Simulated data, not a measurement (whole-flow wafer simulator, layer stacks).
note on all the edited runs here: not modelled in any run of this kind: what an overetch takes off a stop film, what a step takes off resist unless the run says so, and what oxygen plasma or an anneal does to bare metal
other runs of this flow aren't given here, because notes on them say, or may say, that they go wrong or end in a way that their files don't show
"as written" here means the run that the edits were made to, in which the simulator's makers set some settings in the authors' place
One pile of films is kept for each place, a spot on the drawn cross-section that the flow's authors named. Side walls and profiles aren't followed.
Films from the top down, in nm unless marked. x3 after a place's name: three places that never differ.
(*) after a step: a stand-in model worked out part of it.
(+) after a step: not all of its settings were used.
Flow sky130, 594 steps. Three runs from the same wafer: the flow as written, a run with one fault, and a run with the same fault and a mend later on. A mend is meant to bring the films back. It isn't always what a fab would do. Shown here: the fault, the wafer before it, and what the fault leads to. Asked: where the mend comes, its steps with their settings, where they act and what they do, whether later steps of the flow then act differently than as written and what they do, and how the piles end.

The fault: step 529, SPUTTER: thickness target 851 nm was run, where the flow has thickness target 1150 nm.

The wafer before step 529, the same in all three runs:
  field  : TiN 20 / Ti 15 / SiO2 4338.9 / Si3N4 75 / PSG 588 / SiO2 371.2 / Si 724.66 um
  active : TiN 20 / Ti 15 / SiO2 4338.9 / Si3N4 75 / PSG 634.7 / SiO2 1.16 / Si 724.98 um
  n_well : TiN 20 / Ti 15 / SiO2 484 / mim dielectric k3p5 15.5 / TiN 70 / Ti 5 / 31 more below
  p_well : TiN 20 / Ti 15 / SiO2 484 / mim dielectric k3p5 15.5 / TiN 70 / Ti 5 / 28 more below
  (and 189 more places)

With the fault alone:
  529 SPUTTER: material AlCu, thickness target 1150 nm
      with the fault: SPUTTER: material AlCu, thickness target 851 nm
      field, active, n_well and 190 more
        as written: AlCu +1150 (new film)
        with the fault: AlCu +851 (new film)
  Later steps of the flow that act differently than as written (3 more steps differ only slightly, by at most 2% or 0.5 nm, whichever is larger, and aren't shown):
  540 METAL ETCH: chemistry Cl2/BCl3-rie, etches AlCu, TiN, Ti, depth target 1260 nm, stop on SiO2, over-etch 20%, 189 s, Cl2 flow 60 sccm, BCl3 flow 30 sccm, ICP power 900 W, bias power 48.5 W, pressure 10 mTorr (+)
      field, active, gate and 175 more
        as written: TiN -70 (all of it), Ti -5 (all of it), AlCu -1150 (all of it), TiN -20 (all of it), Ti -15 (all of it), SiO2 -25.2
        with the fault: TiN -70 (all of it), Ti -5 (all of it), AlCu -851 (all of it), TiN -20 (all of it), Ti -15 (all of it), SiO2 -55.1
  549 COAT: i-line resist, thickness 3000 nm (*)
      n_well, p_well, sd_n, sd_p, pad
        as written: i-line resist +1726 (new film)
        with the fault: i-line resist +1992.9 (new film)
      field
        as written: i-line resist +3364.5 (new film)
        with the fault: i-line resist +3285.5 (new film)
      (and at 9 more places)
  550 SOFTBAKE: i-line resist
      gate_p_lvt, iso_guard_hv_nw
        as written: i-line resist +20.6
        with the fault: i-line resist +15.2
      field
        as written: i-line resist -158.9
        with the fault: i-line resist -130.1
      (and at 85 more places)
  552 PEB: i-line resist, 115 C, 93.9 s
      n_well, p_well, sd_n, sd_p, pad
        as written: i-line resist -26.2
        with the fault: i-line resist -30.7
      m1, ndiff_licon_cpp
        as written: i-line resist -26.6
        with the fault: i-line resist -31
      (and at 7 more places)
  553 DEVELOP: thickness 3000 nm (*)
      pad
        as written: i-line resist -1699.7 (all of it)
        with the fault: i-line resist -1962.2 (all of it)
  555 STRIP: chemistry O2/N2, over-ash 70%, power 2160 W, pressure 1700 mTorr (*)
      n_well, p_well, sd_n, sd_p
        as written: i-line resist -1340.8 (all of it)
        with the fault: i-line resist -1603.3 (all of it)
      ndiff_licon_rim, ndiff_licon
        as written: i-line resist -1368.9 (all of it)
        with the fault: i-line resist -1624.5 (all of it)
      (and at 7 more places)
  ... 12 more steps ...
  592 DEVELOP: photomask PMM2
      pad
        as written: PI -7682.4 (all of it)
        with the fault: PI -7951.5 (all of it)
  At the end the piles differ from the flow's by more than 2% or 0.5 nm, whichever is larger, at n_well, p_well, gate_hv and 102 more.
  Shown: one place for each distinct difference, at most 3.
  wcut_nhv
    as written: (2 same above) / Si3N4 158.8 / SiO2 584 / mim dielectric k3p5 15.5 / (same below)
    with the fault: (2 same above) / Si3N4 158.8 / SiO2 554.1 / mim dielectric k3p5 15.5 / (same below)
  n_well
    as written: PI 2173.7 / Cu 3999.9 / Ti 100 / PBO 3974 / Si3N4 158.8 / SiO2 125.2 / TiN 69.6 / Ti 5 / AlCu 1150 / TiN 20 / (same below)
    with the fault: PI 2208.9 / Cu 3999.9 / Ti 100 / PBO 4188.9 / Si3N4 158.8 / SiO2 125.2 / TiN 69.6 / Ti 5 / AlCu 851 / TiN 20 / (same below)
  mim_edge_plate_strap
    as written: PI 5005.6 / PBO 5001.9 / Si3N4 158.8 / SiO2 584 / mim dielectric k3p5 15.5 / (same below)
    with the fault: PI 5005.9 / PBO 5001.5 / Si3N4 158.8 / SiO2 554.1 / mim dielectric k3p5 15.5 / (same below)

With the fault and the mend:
  The mend comes after step 529.
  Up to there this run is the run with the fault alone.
  529a SPUTTER: material AlCu, thickness target 299 nm (the flow's step 529 once more, with other settings)
      field, active, n_well and 190 more
        AlCu +299
  No later step of the flow acts differently than as written at any place that is followed.
  At the end the piles are the same as the flow's at every place that both follow.
